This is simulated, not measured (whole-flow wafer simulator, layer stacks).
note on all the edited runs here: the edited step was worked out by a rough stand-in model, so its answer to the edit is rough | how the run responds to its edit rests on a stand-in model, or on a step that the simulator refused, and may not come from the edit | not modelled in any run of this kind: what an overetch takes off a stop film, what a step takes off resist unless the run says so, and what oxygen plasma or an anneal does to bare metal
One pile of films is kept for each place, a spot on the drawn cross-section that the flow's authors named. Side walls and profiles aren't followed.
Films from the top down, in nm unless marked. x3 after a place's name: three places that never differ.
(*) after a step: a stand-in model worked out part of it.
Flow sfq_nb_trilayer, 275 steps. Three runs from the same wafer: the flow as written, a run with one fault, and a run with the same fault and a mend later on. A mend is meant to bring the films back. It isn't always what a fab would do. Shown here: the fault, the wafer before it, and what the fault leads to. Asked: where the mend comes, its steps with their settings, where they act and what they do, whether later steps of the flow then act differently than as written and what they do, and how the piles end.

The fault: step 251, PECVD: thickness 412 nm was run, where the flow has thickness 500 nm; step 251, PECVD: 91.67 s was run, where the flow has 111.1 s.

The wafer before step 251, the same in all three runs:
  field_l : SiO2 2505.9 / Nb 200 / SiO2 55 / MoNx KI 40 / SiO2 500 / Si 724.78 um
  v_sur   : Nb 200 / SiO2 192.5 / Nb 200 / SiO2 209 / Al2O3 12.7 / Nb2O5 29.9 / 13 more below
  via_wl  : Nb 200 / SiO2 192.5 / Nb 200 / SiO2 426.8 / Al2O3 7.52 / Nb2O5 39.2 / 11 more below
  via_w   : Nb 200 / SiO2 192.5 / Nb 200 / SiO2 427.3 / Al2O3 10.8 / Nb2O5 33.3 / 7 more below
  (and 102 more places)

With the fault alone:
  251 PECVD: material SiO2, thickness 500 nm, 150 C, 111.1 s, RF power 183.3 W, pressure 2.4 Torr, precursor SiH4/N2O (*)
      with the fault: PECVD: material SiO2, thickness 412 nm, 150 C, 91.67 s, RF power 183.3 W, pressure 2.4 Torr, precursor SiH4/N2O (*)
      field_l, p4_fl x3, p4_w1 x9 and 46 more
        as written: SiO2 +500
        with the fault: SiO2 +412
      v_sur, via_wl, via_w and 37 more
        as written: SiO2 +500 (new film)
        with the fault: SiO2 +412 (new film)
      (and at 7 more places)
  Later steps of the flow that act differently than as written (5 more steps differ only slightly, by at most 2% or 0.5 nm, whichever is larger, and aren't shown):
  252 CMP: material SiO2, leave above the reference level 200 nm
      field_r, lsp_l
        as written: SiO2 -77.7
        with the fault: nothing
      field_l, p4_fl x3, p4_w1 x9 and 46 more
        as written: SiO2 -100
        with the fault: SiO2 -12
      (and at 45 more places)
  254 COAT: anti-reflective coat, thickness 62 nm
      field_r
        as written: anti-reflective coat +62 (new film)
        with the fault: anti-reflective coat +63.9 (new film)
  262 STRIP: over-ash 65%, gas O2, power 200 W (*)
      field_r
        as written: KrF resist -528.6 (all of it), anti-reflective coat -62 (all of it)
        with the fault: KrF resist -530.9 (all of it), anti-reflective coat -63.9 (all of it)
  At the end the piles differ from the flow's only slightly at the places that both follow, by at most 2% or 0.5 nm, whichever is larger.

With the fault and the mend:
  The mend comes after step 251.
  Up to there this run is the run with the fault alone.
  251a PECVD: material SiO2, thickness 88 nm, 150 C, 19.56 s, RF power 183.3 W, pressure 2.4 Torr, precursor SiH4/N2O (*) (the flow's step 251 once more, with other settings)
      field_l, v_sur, via_wl and 98 more
        SiO2 +88
      field_r, lsp_l
        SiO2 +84.6
      l0_sur, l0v
        SiO2 +86.1
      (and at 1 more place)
  Later steps of the flow that act differently than as written:
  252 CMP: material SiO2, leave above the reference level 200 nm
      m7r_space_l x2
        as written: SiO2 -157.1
        with the mend: SiO2 -100
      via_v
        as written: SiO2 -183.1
        with the mend: SiO2 -151.5
  At the end the piles are the same as the flow's at every place that both follow.
